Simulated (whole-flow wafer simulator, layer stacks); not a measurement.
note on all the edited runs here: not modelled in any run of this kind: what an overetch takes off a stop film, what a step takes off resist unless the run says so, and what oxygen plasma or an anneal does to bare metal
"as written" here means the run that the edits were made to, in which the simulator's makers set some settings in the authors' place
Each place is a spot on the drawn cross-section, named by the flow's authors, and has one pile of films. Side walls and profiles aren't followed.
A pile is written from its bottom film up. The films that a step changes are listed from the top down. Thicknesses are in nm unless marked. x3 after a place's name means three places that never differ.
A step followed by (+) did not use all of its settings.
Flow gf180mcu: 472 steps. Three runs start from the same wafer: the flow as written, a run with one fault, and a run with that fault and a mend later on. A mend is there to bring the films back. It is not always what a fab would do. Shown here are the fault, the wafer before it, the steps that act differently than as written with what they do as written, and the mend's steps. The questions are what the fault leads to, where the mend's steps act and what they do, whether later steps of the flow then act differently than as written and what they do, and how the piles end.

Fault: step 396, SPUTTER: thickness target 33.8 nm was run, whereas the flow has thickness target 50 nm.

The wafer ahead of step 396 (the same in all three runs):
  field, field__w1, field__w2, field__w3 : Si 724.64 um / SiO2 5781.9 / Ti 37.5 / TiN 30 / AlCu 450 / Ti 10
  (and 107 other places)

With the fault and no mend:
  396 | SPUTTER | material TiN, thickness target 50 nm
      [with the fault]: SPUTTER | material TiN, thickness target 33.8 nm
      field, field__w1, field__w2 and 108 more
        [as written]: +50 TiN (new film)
        [with the fault]: +33.8 TiN (new film)
  Steps further on in the flow that do not act as written (1 more step, not shown, differs only slightly: by at most 2% or 0.5 nm, whichever is larger):
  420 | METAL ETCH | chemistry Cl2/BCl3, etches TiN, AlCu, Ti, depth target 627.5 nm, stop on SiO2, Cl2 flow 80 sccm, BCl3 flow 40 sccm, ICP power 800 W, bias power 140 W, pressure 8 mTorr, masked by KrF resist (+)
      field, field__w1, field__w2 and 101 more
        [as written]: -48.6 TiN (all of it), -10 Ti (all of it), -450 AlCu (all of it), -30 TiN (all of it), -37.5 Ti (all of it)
        [with the fault]: -32.4 TiN (all of it), -10 Ti (all of it), -450 AlCu (all of it), -30 TiN (all of it), -37.5 Ti (all of it)
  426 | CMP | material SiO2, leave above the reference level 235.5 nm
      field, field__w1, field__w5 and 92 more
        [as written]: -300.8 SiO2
        [with the fault]: -317 SiO2
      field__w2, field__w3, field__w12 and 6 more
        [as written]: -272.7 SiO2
        [with the fault]: -289.6 SiO2
  By the end, the piles at field__w4, field__w8, contact, m1, m1__w1, mim, mim_1p0, m1_nw depart from the flow's by more than 2% or 0.5 nm, whichever is larger.
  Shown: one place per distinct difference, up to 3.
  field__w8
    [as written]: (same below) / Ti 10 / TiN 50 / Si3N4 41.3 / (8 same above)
    [with the fault]: (same below) / Ti 10 / TiN 33.8 / Si3N4 41.3 / (8 same above)
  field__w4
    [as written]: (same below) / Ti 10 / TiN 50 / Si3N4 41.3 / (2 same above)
    [with the fault]: (same below) / Ti 10 / TiN 33.8 / Si3N4 41.3 / (2 same above)
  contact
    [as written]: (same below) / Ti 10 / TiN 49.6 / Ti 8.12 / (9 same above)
    [with the fault]: (same below) / Ti 10 / TiN 33.4 / Ti 8.12 / (9 same above)

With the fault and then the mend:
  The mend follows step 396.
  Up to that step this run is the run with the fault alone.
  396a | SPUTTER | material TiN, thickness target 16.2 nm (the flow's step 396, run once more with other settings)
      field, field__w1, field__w2 and 108 more
        +16.2 TiN
  None of the later steps of the flow acts differently than as written at any place that is followed.
  By the end, the piles equal the flow's at every place that both follow.
